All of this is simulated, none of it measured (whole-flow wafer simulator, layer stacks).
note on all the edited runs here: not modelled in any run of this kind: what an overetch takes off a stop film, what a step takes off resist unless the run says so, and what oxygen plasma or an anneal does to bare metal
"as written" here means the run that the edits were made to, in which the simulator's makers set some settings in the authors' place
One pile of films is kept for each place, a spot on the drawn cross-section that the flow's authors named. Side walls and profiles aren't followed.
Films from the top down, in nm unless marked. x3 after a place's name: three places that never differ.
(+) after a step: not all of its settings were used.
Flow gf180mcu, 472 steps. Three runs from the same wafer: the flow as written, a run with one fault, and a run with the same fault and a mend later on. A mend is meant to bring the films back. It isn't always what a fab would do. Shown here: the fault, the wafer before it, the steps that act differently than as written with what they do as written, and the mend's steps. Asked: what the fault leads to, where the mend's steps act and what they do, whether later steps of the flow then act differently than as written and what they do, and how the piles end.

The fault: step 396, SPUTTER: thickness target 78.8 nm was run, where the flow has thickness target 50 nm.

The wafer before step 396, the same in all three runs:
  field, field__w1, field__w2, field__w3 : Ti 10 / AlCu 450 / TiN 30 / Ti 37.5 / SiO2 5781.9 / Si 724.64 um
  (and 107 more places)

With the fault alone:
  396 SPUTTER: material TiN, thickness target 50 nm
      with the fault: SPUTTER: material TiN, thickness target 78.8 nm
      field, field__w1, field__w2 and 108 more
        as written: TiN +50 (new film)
        with the fault: TiN +78.8 (new film)
  Later steps of the flow that act differently than as written (1 more step differs only slightly, by at most 2% or 0.5 nm, whichever is larger, and isn't shown):
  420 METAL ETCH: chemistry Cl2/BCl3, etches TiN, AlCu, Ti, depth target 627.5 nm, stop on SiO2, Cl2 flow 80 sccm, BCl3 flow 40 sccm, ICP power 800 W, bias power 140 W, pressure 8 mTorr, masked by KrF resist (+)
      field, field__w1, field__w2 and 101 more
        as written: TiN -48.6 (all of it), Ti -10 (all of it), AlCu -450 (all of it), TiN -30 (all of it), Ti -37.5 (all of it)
        with the fault: TiN -77.4 (all of it), Ti -10 (all of it), AlCu -450 (all of it), TiN -30 (all of it), Ti -37.5 (all of it)
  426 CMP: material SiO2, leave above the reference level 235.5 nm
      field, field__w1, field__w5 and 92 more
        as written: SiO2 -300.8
        with the fault: SiO2 -272
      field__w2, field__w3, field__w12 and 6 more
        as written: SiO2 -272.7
        with the fault: SiO2 -242.6
  At the end the piles differ from the flow's by more than 2% or 0.5 nm, whichever is larger, at field__w4, field__w8, contact, m1, m1__w1, mim, mim_1p0, m1_nw.
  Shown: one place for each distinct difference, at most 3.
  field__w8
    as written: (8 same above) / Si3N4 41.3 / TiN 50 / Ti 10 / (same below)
    with the fault: (8 same above) / Si3N4 41.3 / TiN 78.8 / Ti 10 / (same below)
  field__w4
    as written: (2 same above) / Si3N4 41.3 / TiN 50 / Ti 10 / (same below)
    with the fault: (2 same above) / Si3N4 41.3 / TiN 78.8 / Ti 10 / (same below)
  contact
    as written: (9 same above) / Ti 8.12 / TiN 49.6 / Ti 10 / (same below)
    with the fault: (9 same above) / Ti 8.12 / TiN 78.4 / Ti 10 / (same below)

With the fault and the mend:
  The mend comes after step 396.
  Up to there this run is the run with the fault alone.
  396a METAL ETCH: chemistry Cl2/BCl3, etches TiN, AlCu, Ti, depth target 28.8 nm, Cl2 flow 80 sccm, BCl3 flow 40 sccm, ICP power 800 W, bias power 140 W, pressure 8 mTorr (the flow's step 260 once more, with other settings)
      field, field__w1, field__w2 and 108 more
        TiN -28.8
  No later step of the flow acts differently than as written at any place that is followed.
  At the end the piles are the same as the flow's at every place that both follow.
